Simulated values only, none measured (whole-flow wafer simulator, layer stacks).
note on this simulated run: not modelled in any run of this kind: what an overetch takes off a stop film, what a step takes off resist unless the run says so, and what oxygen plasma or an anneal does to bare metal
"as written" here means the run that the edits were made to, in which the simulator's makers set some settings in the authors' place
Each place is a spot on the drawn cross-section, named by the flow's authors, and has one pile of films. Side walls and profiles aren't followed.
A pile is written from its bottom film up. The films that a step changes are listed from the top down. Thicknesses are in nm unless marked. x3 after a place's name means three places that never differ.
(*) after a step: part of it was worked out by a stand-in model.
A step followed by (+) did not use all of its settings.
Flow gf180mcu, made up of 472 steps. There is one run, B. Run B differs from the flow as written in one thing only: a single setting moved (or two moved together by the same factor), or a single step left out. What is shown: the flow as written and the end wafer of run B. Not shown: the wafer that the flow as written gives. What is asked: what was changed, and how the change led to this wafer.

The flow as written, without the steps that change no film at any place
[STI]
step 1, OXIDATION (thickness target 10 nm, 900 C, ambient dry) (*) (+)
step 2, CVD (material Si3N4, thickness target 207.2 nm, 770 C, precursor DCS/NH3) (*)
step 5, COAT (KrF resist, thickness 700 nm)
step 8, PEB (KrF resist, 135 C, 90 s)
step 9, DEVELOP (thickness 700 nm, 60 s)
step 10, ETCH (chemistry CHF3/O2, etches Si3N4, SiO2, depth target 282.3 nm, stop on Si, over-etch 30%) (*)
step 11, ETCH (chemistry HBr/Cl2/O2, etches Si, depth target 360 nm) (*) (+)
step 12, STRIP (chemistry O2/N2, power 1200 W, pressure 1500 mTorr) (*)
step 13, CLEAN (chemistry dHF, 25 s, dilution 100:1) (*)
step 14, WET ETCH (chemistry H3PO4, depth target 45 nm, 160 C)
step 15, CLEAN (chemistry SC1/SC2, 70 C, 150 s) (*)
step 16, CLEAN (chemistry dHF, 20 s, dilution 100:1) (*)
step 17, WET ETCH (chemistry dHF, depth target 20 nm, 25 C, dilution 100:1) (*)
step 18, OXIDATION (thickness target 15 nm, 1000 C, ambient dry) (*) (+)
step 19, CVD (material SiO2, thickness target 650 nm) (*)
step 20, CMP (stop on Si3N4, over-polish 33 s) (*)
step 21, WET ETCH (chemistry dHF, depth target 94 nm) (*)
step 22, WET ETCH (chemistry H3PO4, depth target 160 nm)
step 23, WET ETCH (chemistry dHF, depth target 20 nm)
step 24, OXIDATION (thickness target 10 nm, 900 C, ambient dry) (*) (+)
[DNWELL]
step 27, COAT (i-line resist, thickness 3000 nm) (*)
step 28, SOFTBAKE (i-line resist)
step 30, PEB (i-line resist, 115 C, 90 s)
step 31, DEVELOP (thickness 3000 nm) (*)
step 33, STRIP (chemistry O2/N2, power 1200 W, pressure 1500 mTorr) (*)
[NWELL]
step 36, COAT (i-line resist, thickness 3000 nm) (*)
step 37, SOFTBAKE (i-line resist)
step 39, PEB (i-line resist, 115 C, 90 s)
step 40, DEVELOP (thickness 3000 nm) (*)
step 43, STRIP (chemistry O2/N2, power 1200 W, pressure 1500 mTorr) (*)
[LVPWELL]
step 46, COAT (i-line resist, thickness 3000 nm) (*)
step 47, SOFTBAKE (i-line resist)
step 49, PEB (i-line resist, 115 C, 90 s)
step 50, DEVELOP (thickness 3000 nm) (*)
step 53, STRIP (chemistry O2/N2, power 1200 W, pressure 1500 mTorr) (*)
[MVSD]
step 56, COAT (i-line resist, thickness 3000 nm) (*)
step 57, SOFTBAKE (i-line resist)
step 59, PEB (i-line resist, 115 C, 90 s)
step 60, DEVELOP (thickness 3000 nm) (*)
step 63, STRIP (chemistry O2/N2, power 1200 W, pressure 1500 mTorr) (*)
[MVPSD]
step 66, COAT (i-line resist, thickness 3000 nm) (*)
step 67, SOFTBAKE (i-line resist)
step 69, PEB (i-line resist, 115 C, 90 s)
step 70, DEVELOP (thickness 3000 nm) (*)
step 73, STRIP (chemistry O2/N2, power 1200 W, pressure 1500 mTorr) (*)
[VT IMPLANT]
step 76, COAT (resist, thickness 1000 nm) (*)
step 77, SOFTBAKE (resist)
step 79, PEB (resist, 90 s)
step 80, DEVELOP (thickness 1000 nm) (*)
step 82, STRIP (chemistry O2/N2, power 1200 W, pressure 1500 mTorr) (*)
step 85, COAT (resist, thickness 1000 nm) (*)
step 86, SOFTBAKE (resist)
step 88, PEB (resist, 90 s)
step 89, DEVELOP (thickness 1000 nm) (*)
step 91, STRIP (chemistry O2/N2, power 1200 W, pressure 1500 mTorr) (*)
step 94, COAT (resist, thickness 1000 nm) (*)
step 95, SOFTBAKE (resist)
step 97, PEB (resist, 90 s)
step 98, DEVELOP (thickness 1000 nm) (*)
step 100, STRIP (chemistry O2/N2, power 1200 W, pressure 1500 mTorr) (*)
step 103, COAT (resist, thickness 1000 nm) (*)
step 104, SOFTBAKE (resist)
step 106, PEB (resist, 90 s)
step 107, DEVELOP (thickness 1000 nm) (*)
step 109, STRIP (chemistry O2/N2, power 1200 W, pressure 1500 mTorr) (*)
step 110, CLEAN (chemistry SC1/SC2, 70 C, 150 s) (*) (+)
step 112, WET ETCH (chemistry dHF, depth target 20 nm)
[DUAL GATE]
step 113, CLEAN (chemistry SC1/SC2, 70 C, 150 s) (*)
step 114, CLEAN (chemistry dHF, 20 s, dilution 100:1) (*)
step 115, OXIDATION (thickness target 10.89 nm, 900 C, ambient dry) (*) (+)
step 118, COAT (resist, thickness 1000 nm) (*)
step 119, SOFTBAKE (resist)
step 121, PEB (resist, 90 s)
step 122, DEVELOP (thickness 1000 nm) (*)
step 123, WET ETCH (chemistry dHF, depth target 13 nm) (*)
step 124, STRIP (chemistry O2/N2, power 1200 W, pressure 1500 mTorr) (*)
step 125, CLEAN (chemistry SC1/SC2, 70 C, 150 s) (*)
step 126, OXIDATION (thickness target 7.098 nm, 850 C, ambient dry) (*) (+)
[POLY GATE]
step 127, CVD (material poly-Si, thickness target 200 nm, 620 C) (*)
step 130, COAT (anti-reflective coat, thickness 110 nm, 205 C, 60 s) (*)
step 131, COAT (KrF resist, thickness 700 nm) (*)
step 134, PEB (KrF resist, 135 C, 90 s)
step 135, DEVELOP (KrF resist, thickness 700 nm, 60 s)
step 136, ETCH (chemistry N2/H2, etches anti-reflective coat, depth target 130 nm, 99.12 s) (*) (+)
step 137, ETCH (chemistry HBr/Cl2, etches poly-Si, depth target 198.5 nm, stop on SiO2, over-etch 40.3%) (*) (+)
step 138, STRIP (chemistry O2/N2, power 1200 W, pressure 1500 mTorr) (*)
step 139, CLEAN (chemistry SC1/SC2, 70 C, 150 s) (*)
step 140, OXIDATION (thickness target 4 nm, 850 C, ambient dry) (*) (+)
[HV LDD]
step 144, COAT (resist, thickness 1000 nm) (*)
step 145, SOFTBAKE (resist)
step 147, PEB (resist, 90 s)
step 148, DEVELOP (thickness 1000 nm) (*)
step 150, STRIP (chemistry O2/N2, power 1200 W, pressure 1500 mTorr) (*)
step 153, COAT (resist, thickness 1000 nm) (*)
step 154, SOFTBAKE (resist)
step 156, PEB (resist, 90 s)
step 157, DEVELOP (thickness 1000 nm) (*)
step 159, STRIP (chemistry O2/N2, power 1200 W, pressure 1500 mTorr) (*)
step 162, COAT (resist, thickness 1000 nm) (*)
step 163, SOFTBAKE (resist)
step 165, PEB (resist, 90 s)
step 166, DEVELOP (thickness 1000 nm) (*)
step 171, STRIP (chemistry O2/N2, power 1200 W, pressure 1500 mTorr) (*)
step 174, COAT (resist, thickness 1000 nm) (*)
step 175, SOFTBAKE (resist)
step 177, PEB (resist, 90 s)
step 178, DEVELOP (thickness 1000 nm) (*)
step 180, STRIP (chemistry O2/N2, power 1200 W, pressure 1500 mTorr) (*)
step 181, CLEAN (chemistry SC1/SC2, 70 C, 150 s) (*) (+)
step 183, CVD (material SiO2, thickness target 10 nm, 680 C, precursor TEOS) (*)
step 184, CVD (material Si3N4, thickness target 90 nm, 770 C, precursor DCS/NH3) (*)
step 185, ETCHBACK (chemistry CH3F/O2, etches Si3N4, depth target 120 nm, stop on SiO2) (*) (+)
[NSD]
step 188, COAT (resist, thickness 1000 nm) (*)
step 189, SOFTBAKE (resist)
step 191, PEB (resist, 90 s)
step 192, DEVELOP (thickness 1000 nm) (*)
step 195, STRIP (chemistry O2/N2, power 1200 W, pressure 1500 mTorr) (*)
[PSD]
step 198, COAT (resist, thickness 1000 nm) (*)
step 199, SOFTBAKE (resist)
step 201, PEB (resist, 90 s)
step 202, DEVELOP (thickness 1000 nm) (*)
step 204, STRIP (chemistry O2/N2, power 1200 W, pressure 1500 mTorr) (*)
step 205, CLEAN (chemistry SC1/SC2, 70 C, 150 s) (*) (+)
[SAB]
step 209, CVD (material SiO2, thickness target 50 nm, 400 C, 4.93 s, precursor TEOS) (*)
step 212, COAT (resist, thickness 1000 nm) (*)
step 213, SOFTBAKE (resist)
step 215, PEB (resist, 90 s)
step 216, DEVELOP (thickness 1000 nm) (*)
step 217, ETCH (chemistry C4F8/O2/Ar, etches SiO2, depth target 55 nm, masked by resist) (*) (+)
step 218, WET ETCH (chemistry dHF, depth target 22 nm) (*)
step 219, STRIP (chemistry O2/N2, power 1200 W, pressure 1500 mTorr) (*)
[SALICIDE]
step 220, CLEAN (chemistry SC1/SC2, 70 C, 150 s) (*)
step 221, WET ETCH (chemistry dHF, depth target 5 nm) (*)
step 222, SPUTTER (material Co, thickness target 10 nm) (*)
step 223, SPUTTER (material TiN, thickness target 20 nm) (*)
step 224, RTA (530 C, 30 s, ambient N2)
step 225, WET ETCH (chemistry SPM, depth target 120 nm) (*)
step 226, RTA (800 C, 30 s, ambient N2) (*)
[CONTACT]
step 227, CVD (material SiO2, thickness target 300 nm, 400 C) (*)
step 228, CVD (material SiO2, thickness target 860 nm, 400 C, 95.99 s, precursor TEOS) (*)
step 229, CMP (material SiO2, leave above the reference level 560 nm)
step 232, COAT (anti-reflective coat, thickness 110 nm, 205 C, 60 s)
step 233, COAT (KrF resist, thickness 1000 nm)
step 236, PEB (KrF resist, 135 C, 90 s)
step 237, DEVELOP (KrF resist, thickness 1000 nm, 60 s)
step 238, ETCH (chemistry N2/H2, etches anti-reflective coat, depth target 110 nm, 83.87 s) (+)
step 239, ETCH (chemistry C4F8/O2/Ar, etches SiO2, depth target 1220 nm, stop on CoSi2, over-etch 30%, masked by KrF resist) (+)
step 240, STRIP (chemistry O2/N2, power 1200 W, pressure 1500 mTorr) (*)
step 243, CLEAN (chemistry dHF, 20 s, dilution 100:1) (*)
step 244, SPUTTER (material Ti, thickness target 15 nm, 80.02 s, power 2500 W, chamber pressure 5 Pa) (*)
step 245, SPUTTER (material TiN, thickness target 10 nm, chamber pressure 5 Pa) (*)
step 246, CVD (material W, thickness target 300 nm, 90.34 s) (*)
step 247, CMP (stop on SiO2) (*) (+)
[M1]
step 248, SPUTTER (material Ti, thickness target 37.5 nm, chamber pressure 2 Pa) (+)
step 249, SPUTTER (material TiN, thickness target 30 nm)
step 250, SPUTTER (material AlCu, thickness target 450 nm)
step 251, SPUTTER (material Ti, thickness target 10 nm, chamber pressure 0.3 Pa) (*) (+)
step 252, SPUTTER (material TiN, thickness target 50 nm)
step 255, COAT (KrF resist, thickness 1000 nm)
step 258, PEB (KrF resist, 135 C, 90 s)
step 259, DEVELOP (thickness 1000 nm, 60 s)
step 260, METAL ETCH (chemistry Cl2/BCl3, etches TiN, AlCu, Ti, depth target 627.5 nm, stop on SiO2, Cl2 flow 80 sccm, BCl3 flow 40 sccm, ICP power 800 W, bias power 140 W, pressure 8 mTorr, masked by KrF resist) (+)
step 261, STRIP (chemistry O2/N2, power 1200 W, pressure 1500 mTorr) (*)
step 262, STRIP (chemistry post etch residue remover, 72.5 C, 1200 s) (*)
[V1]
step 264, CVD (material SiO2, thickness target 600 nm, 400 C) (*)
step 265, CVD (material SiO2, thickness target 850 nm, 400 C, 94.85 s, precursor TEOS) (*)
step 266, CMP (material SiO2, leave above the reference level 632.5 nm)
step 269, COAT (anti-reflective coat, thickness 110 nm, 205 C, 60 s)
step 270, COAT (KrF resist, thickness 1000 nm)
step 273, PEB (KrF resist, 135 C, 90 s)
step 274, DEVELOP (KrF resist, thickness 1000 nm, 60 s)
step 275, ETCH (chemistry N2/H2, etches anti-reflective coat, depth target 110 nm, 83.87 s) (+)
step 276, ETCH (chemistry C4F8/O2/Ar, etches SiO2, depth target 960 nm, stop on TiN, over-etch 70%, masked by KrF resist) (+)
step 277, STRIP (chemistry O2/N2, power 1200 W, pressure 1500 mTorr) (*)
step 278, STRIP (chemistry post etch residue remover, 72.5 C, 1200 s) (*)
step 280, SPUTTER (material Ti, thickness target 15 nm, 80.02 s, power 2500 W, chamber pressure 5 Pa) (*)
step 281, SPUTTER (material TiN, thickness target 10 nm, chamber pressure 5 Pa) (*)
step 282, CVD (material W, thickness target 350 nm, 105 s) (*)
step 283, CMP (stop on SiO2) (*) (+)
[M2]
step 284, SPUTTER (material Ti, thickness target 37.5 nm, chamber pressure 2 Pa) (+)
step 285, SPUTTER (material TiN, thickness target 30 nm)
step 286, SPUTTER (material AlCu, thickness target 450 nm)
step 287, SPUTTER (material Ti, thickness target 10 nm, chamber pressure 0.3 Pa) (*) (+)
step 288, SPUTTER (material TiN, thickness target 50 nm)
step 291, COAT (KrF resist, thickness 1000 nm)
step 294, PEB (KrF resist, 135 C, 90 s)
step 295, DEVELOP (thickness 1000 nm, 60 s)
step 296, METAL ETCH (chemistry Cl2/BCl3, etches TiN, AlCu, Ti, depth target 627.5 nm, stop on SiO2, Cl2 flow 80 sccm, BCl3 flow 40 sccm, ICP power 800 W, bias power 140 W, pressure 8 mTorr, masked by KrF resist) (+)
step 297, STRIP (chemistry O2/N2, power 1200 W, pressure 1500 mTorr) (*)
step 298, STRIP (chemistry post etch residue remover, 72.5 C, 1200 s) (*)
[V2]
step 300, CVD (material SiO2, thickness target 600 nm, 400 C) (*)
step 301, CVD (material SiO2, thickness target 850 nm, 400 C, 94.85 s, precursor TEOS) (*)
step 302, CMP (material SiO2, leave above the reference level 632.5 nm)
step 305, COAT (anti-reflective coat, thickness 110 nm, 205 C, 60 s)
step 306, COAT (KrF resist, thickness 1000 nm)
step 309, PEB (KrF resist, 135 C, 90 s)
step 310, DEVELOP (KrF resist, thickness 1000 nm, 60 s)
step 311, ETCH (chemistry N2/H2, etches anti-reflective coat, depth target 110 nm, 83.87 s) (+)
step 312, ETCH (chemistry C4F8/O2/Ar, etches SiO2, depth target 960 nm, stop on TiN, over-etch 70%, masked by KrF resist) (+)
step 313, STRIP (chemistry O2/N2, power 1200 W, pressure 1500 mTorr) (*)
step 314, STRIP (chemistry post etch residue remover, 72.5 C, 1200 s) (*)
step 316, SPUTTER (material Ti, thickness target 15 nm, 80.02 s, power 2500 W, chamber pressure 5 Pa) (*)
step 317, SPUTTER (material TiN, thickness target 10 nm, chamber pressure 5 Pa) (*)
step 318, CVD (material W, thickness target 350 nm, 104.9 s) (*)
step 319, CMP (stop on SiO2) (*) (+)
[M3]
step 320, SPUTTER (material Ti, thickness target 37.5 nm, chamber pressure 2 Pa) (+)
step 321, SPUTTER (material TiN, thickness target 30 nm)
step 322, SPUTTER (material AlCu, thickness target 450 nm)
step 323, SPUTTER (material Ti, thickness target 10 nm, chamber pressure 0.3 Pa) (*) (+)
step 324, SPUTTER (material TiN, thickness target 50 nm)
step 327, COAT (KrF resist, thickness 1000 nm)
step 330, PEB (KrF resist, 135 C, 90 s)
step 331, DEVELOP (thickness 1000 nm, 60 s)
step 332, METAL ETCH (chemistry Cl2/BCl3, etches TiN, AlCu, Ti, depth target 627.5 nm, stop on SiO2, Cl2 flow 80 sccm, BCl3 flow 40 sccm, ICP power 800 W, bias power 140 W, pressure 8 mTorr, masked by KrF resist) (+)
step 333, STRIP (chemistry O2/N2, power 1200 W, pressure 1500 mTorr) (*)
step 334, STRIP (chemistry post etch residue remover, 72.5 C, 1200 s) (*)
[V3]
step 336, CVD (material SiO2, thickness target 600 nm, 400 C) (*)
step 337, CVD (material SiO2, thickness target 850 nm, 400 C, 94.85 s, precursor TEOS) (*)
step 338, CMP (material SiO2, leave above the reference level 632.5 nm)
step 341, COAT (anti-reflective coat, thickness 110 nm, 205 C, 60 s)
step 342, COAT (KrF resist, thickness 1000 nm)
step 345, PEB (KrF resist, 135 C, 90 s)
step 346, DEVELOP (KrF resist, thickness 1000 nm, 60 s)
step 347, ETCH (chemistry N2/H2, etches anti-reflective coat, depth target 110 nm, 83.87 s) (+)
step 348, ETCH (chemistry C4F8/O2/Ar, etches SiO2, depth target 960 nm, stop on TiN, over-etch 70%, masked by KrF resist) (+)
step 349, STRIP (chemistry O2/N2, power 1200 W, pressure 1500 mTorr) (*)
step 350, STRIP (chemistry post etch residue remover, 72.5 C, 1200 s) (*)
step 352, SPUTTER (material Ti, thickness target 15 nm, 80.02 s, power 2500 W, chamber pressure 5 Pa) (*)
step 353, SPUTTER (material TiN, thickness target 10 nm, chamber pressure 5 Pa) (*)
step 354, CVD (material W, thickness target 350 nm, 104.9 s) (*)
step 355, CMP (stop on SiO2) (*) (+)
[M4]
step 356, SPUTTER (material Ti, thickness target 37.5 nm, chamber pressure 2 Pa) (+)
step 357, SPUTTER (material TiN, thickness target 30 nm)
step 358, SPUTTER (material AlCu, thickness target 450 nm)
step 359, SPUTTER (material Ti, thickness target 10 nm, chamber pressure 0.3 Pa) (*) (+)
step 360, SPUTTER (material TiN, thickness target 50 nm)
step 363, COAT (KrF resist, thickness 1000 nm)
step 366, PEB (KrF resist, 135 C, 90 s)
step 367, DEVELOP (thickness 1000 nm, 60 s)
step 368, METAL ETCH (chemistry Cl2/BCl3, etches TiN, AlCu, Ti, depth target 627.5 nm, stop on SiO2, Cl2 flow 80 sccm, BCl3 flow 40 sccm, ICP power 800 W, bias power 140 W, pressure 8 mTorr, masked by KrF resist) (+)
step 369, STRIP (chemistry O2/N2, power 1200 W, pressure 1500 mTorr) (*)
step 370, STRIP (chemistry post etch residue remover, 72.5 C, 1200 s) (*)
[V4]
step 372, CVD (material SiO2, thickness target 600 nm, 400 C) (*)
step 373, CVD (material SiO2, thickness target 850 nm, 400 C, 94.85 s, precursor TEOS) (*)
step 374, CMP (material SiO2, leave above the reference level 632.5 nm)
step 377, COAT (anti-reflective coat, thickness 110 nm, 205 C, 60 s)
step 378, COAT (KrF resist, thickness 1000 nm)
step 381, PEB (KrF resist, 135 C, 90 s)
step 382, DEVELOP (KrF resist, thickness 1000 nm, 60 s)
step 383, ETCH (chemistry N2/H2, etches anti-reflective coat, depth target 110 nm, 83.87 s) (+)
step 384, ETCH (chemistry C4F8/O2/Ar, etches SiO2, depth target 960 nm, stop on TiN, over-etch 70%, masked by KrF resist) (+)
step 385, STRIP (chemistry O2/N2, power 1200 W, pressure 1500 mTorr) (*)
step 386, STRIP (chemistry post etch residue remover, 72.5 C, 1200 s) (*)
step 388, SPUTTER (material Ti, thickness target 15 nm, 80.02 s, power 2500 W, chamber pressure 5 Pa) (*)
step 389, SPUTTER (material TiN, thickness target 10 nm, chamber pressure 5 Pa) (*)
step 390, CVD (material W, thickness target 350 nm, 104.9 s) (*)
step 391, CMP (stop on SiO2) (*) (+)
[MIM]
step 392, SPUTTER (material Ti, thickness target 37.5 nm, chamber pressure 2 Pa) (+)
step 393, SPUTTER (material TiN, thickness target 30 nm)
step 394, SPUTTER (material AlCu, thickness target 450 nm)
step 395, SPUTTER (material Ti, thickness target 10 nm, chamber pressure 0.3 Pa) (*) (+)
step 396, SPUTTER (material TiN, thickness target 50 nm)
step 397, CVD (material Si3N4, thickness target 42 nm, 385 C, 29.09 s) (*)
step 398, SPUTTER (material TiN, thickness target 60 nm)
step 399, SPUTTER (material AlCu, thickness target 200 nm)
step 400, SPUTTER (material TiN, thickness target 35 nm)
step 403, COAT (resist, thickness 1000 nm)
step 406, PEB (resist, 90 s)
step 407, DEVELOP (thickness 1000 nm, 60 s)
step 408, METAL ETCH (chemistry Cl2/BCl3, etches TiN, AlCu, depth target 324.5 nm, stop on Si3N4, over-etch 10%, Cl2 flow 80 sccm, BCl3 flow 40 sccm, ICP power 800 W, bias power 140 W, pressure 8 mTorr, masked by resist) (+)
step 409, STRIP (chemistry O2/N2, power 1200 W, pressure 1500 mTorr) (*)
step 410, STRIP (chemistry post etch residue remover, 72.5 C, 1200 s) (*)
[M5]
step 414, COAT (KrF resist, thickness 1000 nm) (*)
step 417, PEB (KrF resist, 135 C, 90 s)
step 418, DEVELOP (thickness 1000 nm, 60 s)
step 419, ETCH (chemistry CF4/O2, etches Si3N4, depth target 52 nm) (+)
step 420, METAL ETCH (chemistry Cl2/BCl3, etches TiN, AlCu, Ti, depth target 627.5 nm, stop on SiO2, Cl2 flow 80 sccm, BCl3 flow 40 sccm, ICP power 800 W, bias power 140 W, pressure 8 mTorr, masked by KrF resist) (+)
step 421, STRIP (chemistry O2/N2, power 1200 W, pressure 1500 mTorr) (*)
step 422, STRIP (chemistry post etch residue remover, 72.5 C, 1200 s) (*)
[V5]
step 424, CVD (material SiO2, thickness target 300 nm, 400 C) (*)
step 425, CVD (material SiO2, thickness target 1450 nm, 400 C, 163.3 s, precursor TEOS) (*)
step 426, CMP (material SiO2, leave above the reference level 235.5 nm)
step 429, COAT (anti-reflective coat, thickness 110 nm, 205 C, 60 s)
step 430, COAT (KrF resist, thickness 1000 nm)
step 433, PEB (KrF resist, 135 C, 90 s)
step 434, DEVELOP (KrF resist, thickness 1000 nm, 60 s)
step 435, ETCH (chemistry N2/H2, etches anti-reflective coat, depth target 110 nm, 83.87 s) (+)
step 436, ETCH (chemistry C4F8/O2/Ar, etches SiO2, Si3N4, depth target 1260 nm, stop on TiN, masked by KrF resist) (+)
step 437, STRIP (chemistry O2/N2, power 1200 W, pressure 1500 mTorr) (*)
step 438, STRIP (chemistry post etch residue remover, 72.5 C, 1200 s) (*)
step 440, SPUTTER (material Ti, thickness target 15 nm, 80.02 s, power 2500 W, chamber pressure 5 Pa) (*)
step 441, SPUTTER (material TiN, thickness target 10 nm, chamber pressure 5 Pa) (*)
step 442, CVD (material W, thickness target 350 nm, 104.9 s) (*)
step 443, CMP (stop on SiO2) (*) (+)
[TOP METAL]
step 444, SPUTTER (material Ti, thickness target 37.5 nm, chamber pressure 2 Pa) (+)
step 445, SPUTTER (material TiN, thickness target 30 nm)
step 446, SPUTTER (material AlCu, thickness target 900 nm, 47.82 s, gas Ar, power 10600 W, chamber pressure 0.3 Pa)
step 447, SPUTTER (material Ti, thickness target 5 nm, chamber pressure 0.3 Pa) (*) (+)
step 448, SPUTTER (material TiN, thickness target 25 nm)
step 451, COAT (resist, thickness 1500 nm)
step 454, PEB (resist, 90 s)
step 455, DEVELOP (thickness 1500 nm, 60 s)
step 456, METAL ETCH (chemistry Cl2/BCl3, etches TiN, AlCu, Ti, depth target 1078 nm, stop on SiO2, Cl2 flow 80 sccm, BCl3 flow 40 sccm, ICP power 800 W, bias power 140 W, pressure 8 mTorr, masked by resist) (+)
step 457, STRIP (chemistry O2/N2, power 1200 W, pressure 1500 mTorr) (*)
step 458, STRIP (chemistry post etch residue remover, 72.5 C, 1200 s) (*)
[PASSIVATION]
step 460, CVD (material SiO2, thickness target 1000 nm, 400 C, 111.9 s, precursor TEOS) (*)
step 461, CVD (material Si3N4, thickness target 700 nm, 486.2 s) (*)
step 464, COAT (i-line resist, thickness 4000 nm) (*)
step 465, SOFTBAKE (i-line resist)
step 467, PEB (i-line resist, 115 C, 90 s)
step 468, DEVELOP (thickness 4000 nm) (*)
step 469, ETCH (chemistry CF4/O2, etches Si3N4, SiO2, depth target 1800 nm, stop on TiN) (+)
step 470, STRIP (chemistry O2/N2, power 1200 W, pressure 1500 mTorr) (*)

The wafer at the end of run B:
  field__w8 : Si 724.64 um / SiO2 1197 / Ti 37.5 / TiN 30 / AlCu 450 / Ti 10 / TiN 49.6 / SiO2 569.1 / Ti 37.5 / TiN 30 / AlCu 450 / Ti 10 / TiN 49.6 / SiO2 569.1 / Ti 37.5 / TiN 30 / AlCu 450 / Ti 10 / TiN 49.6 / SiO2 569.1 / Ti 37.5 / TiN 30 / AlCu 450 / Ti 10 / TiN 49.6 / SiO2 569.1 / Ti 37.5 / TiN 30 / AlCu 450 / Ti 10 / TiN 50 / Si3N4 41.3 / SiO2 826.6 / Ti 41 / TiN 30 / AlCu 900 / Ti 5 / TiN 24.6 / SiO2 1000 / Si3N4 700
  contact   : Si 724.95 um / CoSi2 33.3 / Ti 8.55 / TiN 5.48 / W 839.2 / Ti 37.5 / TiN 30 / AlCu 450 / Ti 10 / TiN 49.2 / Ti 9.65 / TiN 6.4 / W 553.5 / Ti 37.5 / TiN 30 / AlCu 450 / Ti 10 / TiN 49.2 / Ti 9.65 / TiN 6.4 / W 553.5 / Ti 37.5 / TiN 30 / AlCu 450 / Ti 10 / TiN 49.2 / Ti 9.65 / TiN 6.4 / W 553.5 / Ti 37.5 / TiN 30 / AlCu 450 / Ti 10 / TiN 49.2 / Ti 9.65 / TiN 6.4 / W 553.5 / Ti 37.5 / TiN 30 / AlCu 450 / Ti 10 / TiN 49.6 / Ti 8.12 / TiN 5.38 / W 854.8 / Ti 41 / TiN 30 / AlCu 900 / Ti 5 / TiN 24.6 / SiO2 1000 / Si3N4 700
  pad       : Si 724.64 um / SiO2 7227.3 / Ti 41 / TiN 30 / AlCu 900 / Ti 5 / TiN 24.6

Cause: step 444, SPUTTER: thickness target 40.96 nm was run, whereas the flow has thickness target 37.5 nm.
One can read it off the wafer: field__w8 has Ti 41, and step 444 as written asks for 37.5 nm.

The path from the change to this, step by step:
  step 444, SPUTTER (material Ti, thickness target 37.5 nm, chamber pressure 2 Pa) (+)
      field, field__w1, field__w2 and 109 more: +41 Ti (new film) (as written it would have been: +37.5 Ti (new film))
  step 456, METAL ETCH (chemistry Cl2/BCl3, etches TiN, AlCu, Ti, depth target 1078 nm, stop on SiO2, Cl2 flow 80 sccm, BCl3 flow 40 sccm, ICP power 800 W, bias power 140 W, pressure 8 mTorr, masked by resist) (+)
      field, field__w1, field__w2 and 103 more: -25 TiN (all of it), -5 Ti (all of it), -900 AlCu (all of it), -30 TiN (all of it), -41 Ti (all of it) (as written it would have been: -25 TiN (all of it), -5 Ti (all of it), -900 AlCu (all of it), -30 TiN (all of it), -37.5 Ti (all of it))
  step 465, SOFTBAKE (i-line resist)
      field__w5, field__w9: +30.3 i-line resist (as written it would have been: +37.3 i-line resist)
      field__w11, field__w13: +31.4 i-line resist (as written it would have been: +37.9 i-line resist)
      (also at 57 further places)
